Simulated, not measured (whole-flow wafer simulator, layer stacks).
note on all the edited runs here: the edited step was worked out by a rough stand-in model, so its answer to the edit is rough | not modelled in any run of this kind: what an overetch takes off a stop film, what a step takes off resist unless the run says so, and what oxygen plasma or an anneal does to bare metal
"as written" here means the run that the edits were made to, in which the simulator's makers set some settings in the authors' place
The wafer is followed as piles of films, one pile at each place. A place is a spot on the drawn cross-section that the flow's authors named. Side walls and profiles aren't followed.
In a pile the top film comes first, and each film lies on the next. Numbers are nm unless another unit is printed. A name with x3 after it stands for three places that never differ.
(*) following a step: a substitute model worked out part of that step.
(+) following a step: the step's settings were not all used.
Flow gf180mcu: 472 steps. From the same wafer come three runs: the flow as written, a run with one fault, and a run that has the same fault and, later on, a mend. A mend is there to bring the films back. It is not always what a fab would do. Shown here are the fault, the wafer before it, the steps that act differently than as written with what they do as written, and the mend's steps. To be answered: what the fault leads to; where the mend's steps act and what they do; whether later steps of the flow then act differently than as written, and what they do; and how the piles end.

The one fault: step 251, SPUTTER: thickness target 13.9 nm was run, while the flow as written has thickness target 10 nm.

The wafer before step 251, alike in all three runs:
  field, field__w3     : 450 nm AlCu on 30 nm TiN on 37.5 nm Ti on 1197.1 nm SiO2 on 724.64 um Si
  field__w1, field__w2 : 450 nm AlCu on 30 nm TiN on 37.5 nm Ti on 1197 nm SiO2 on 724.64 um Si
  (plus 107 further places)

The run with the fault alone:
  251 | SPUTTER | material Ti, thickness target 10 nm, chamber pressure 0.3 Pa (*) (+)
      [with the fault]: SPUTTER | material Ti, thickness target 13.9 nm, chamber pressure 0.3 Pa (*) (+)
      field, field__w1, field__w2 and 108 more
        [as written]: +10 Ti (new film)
        [with the fault]: +13.9 Ti (new film)
  Steps further on in the flow that do not act as written (5 more steps, not shown, differ only slightly: by at most 2% or 0.5 nm, whichever is larger):
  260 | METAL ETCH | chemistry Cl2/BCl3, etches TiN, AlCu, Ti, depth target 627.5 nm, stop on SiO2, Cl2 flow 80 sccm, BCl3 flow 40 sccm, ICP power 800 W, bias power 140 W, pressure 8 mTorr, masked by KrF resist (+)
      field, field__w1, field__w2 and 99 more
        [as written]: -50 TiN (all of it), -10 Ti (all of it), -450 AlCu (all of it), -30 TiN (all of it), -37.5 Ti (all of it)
        [with the fault]: -50 TiN (all of it), -13.9 Ti (all of it), -450 AlCu (all of it), -30 TiN (all of it), -37.5 Ti (all of it)
  By the end, the piles at field__w8, contact, m1 and 6 more depart from the flow's by more than 2% or 0.5 nm, whichever is larger.
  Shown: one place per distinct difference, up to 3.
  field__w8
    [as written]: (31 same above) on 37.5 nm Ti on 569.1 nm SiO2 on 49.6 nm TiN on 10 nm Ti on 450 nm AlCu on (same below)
    [with the fault]: (31 same above) on 37.5 nm Ti on 565.2 nm SiO2 on 49.6 nm TiN on 13.9 nm Ti on 450 nm AlCu on (same below)
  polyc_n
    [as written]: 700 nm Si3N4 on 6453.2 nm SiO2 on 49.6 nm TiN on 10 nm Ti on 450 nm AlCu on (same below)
    [with the fault]: 700 nm Si3N4 on 6449.3 nm SiO2 on 49.6 nm TiN on 13.9 nm Ti on 450 nm AlCu on (same below)
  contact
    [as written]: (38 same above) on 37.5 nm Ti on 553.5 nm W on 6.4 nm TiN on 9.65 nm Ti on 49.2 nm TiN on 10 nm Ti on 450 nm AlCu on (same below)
    [with the fault]: (38 same above) on 37.5 nm Ti on 549.6 nm W on 6.42 nm TiN on 9.67 nm Ti on 49.2 nm TiN on 13.9 nm Ti on 450 nm AlCu on (same below)

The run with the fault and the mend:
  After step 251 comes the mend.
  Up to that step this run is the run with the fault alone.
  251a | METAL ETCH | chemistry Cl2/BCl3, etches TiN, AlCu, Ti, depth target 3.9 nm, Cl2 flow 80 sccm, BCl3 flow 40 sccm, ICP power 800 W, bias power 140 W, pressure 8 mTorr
      field, field__w1, field__w2 and 108 more
        -3.9 Ti
  Every later step of the flow that is run acts as written at every place that is followed.
  By the end, the piles equal the flow's at every place that both follow.
